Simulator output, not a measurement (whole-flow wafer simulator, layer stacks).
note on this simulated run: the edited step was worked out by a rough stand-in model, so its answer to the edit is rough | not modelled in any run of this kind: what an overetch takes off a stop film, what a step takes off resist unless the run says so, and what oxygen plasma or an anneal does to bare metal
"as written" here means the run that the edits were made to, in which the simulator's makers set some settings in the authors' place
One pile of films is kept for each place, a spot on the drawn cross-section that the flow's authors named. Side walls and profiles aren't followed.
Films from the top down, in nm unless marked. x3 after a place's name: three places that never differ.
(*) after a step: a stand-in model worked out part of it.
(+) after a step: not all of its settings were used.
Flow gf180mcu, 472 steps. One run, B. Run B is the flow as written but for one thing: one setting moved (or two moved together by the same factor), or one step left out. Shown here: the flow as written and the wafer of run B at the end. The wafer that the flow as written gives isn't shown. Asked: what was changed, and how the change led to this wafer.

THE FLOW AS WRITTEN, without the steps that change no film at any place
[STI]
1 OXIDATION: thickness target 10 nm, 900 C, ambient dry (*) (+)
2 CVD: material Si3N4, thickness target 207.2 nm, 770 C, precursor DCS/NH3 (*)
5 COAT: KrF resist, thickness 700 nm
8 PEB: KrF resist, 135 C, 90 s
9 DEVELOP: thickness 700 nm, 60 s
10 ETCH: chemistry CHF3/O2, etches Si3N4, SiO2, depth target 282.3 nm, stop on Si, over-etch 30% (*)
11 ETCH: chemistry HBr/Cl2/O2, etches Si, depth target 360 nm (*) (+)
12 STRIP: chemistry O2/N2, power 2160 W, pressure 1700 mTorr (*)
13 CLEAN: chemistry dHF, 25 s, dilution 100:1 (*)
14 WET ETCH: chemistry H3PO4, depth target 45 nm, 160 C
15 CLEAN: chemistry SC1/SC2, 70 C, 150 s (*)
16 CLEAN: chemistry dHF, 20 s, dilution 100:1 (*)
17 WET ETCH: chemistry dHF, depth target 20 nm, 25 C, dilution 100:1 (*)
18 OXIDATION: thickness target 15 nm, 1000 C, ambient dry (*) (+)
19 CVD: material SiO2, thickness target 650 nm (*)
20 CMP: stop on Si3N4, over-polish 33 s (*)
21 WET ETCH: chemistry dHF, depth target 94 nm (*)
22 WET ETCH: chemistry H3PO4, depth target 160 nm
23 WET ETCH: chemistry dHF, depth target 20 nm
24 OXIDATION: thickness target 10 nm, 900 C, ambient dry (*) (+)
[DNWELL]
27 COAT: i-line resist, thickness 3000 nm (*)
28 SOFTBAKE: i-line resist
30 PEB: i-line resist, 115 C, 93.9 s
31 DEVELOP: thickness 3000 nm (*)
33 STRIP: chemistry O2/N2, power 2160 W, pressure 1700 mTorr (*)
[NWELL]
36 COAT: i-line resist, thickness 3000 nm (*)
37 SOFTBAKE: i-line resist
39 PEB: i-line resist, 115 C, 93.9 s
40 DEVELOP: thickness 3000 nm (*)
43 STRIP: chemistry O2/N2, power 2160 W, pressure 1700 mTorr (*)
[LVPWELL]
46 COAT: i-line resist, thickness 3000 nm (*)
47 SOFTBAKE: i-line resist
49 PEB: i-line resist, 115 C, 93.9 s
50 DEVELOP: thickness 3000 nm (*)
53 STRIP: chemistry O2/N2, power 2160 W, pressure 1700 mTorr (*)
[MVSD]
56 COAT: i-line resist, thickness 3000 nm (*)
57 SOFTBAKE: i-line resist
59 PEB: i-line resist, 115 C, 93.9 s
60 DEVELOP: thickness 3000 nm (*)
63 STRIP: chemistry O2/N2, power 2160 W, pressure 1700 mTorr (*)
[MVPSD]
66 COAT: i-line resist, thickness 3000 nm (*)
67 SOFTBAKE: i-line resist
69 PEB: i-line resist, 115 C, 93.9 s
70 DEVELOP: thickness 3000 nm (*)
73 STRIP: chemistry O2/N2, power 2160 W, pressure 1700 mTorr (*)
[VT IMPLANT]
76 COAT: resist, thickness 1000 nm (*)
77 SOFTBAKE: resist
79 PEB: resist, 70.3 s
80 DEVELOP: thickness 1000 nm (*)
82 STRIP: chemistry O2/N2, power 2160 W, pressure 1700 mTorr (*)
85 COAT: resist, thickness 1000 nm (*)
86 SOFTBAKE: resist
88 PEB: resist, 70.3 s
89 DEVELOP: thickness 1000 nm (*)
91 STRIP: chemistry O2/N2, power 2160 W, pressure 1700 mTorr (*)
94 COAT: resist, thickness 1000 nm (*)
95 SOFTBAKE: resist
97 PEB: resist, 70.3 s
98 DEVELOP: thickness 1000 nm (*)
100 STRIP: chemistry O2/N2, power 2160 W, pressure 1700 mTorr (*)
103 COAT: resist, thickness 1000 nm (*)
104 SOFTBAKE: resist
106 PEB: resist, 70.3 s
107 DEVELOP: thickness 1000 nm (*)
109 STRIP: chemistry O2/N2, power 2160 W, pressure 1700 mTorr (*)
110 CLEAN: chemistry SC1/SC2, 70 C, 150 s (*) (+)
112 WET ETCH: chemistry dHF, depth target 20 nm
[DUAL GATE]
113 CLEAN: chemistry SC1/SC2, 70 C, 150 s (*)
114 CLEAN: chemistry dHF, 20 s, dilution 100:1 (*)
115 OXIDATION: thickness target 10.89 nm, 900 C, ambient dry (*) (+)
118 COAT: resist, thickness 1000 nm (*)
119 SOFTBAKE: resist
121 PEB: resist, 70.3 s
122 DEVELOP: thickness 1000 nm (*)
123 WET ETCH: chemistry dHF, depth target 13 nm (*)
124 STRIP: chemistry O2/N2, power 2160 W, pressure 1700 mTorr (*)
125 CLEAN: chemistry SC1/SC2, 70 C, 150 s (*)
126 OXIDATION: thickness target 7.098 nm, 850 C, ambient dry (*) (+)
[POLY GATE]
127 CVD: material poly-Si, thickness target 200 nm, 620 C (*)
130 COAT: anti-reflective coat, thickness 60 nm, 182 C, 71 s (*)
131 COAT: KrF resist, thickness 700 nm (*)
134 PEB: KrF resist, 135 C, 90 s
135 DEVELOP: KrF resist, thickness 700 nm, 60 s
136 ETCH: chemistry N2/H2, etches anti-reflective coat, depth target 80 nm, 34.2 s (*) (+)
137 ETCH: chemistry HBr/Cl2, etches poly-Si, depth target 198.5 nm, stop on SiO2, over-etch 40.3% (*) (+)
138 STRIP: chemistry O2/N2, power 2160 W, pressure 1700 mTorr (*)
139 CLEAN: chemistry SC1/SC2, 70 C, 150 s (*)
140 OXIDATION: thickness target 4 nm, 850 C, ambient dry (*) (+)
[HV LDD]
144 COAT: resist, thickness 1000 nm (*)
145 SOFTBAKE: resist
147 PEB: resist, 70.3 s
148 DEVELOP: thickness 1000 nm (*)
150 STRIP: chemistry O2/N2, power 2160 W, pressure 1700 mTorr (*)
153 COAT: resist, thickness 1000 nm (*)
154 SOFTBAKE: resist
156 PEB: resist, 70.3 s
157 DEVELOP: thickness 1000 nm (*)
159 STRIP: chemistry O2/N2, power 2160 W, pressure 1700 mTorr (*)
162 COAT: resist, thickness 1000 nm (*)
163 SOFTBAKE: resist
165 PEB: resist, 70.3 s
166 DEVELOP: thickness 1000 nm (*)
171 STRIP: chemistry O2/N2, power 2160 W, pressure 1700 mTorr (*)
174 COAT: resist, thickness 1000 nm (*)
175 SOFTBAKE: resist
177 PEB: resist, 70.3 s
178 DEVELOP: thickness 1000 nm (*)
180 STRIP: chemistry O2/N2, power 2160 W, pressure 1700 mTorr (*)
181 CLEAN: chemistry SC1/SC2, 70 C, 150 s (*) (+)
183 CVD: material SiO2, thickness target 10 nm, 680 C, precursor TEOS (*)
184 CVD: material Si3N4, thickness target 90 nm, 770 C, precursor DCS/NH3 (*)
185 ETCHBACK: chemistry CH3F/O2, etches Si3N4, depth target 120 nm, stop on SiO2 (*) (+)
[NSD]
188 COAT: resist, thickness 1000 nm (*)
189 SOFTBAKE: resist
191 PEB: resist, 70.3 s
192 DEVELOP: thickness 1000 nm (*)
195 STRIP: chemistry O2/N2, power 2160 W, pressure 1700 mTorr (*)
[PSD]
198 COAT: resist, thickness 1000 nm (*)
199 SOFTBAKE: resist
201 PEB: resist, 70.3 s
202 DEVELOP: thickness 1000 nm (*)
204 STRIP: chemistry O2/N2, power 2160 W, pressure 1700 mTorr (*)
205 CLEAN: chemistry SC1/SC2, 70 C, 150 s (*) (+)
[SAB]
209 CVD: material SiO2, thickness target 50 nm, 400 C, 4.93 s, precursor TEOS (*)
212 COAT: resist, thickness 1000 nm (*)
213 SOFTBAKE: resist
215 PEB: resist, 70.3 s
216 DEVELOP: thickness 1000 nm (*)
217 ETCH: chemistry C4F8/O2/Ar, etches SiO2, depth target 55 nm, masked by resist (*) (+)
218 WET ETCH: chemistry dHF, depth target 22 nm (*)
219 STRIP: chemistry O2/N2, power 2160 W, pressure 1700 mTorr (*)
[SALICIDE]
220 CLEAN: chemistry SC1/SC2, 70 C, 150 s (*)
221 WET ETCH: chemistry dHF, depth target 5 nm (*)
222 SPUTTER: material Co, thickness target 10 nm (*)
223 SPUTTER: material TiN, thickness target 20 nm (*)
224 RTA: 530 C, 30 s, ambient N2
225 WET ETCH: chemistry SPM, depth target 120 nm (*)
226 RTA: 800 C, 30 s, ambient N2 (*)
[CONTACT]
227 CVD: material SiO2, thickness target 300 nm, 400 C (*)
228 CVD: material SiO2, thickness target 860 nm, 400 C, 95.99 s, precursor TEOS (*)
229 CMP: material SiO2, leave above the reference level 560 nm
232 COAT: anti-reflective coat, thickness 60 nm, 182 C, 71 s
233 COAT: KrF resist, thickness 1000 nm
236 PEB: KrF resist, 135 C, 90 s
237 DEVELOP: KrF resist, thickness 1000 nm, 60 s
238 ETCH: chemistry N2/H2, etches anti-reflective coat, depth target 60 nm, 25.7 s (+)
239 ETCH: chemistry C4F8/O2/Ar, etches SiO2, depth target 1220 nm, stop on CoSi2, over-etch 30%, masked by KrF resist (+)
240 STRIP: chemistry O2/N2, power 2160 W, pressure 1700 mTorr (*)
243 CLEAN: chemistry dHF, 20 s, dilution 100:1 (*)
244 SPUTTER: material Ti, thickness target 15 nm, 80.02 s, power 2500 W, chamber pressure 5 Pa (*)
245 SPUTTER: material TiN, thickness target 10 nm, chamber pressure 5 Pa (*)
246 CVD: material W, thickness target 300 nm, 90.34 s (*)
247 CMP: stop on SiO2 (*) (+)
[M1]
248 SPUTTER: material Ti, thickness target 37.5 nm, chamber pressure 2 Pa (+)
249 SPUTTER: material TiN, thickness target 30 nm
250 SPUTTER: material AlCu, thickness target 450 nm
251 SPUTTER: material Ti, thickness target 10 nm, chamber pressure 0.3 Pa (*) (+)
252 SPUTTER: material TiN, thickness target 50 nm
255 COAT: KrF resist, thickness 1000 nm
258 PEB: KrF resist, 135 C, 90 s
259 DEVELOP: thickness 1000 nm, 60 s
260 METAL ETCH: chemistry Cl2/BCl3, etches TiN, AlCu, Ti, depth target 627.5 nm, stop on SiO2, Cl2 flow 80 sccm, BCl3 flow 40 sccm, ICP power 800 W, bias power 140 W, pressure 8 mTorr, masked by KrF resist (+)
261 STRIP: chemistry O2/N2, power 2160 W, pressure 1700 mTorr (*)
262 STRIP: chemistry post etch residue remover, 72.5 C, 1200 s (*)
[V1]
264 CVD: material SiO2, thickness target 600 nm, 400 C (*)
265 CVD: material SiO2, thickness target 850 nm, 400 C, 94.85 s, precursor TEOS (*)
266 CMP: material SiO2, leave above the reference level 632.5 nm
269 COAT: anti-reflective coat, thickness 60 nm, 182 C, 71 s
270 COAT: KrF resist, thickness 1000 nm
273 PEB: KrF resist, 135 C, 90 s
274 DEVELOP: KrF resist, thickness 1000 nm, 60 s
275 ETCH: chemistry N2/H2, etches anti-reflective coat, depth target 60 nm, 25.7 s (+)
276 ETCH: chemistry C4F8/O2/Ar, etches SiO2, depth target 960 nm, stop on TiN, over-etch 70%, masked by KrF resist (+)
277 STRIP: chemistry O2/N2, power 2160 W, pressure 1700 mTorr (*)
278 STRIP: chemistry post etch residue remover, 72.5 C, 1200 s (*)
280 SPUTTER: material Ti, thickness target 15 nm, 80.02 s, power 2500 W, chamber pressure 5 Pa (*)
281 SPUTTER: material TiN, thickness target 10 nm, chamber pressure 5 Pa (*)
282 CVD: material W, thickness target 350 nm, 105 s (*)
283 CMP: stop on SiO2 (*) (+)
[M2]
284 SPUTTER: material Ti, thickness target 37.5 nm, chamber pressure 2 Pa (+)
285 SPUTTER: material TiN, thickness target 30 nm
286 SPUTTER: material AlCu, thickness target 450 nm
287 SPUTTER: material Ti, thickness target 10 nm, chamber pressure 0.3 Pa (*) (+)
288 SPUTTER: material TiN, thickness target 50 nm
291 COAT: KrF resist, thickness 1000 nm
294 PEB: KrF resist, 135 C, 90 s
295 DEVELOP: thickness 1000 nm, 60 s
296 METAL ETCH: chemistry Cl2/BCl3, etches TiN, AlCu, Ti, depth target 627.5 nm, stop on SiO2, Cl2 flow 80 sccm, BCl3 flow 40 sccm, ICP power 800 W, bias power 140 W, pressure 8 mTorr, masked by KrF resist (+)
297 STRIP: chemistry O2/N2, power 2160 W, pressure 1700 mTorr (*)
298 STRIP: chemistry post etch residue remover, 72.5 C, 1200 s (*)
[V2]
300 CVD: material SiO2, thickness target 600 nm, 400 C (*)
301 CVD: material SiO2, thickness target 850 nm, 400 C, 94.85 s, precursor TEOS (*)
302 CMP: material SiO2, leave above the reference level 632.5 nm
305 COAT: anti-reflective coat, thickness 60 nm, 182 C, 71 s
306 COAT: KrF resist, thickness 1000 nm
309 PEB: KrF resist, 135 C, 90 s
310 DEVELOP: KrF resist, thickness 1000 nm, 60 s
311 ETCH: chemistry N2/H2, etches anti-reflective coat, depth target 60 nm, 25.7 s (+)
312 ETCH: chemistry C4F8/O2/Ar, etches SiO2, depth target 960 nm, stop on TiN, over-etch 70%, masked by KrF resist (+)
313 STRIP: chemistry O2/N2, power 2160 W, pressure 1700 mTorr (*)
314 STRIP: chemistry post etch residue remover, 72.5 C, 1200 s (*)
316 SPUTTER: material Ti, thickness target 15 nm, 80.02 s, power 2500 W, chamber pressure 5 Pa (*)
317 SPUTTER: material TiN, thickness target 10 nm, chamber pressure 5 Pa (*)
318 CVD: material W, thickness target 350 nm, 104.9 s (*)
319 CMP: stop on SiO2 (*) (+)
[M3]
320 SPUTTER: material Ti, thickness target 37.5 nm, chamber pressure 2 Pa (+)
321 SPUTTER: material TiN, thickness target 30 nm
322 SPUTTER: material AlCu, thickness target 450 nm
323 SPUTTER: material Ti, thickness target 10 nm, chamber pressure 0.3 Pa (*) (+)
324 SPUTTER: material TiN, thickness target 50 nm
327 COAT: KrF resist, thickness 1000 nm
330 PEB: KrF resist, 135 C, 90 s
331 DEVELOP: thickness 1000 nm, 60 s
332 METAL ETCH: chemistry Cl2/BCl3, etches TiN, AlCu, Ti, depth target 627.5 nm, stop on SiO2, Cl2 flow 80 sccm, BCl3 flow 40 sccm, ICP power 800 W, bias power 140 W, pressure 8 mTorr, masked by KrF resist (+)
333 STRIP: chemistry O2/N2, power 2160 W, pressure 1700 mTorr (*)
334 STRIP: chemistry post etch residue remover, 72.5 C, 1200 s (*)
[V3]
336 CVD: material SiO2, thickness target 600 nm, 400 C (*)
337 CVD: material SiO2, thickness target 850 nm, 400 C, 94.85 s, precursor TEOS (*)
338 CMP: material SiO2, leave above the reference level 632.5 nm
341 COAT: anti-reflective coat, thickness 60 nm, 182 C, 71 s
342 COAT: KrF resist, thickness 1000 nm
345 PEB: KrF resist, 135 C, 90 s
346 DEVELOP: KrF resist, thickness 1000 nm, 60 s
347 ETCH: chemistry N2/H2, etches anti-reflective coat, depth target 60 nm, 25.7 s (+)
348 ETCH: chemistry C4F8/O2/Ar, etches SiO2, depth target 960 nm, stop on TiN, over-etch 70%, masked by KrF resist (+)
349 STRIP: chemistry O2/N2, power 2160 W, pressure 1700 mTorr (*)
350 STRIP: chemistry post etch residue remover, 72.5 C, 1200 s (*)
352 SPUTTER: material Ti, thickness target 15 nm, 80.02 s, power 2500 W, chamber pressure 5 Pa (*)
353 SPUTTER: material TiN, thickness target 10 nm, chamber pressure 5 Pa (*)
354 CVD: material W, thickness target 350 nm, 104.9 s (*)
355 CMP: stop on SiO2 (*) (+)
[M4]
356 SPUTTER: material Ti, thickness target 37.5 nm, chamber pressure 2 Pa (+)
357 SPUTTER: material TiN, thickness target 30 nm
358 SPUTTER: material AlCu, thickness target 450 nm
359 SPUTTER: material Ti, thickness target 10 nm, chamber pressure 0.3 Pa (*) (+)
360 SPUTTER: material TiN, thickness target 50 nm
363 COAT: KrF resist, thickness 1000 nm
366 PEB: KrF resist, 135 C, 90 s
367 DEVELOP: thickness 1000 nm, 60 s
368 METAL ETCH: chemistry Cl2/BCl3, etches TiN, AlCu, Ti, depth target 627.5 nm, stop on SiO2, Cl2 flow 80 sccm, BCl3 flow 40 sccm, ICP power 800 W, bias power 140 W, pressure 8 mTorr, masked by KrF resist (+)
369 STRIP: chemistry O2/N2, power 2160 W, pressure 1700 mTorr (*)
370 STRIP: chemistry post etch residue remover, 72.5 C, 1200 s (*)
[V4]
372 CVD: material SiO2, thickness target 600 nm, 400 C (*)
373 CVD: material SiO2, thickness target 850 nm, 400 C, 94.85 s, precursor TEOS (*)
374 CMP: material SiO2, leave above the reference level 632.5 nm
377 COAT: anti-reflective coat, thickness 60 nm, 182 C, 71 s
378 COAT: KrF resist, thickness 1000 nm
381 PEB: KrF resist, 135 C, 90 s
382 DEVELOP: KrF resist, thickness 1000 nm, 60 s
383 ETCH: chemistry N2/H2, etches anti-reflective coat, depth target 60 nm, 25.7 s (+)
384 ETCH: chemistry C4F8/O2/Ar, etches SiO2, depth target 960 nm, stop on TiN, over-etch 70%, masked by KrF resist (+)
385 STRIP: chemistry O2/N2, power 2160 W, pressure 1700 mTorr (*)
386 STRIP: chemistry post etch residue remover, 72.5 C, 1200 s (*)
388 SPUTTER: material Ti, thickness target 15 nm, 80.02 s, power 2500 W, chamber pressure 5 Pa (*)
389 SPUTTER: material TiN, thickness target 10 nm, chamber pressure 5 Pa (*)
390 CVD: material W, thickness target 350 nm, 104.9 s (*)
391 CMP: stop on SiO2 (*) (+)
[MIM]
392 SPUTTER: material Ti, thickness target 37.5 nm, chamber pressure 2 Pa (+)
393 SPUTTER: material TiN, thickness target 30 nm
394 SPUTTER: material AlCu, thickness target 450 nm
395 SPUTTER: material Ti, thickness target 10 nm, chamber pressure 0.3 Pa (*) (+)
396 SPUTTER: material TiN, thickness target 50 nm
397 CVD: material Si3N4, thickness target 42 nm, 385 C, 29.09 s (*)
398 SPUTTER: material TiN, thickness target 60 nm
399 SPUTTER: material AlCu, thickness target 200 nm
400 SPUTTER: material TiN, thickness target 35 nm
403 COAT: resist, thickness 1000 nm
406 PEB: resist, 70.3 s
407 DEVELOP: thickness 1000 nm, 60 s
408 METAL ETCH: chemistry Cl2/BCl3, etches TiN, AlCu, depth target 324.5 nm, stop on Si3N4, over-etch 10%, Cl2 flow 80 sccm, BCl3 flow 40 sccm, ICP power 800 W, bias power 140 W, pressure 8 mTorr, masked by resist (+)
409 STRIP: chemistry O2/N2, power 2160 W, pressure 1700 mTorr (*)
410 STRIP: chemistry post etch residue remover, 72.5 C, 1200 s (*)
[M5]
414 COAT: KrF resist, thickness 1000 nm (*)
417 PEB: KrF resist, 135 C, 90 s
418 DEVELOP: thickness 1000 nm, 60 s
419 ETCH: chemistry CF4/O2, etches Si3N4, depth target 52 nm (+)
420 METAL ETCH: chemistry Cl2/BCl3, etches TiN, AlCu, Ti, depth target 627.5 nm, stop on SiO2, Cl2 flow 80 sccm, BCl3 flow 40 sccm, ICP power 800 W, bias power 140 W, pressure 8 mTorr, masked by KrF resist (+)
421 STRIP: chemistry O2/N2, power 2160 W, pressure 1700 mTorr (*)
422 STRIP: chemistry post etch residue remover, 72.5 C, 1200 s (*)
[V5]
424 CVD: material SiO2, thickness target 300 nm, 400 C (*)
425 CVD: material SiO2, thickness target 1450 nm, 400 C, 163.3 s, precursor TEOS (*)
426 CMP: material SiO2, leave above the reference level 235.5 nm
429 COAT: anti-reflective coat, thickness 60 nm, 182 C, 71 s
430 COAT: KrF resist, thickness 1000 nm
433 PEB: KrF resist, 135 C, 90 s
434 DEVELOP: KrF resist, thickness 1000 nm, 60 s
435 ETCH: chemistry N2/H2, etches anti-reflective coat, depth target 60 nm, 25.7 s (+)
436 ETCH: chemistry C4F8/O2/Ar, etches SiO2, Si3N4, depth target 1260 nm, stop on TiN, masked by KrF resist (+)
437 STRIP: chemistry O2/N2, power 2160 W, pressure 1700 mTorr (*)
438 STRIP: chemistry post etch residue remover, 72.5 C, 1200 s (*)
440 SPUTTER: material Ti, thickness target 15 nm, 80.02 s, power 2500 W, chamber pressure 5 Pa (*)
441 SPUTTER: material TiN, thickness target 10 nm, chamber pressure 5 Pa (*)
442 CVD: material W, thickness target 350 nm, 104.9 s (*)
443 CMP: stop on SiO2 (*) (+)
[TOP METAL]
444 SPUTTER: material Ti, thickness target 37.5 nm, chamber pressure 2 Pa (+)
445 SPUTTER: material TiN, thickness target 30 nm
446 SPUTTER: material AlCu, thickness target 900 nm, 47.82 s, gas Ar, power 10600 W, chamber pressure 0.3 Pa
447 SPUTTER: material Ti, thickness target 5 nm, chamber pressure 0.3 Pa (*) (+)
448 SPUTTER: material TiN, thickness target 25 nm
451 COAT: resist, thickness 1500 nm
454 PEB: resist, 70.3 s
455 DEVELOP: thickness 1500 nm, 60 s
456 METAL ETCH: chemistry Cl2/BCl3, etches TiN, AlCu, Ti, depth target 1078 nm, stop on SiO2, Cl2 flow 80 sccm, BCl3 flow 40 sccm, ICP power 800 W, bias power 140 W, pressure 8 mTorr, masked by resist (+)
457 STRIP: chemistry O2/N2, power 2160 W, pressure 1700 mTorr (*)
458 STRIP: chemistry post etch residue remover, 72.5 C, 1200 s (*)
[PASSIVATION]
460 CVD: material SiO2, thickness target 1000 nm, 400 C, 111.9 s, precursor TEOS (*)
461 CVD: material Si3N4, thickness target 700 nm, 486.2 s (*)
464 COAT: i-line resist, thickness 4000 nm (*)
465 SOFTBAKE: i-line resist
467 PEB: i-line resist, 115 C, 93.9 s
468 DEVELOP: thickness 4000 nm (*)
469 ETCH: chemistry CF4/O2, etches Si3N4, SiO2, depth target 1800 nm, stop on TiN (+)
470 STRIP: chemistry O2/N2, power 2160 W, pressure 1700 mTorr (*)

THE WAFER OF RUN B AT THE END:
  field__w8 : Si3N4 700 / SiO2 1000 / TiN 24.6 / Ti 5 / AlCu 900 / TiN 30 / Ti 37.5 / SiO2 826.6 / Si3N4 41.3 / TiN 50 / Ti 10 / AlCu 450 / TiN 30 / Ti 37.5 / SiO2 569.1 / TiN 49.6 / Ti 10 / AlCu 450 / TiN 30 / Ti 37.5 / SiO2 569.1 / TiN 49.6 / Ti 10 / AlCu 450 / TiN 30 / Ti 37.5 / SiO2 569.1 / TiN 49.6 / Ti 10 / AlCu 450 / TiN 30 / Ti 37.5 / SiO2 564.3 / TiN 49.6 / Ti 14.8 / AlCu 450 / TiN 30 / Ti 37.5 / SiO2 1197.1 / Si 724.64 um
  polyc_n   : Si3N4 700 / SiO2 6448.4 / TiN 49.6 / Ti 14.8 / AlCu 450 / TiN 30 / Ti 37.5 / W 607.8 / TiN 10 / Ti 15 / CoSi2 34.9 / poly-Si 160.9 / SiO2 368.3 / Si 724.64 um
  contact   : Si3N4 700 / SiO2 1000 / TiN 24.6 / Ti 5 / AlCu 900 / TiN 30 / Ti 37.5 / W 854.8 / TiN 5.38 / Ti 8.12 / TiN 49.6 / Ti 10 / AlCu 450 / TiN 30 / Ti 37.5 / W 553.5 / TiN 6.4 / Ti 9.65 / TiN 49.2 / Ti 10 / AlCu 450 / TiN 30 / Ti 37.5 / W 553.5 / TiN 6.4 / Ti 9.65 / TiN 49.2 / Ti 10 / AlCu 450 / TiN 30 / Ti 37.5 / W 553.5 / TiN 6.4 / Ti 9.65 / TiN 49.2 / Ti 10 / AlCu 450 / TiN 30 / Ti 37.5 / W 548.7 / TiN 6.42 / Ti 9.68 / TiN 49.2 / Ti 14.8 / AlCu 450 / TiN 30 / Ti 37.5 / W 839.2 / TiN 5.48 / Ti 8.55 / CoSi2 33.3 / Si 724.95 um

The cause: step 251, SPUTTER: thickness target 14.8 nm was run, where the flow has thickness target 10 nm.
It can be read off the wafer: field__w8 has Ti 14.8, and step 251 as written asks for 10 nm.

How the change led to this, step by step:
  251 SPUTTER: material Ti, thickness target 10 nm, chamber pressure 0.3 Pa (*) (+)
      field, field__w1, field__w2 and 108 more: Ti +14.8 (new film) (as written it would be: Ti +10 (new film))
  260 METAL ETCH: chemistry Cl2/BCl3, etches TiN, AlCu, Ti, depth target 627.5 nm, stop on SiO2, Cl2 flow 80 sccm, BCl3 flow 40 sccm, ICP power 800 W, bias power 140 W, pressure 8 mTorr, masked by KrF resist (+)
      field, field__w1, field__w2 and 99 more: TiN -50 (all of it), Ti -14.8 (all of it), AlCu -450 (all of it), TiN -30 (all of it), Ti -37.5 (all of it) (as written it would be: TiN -50 (all of it), Ti -10 (all of it), AlCu -450 (all of it), TiN -30 (all of it), Ti -37.5 (all of it))
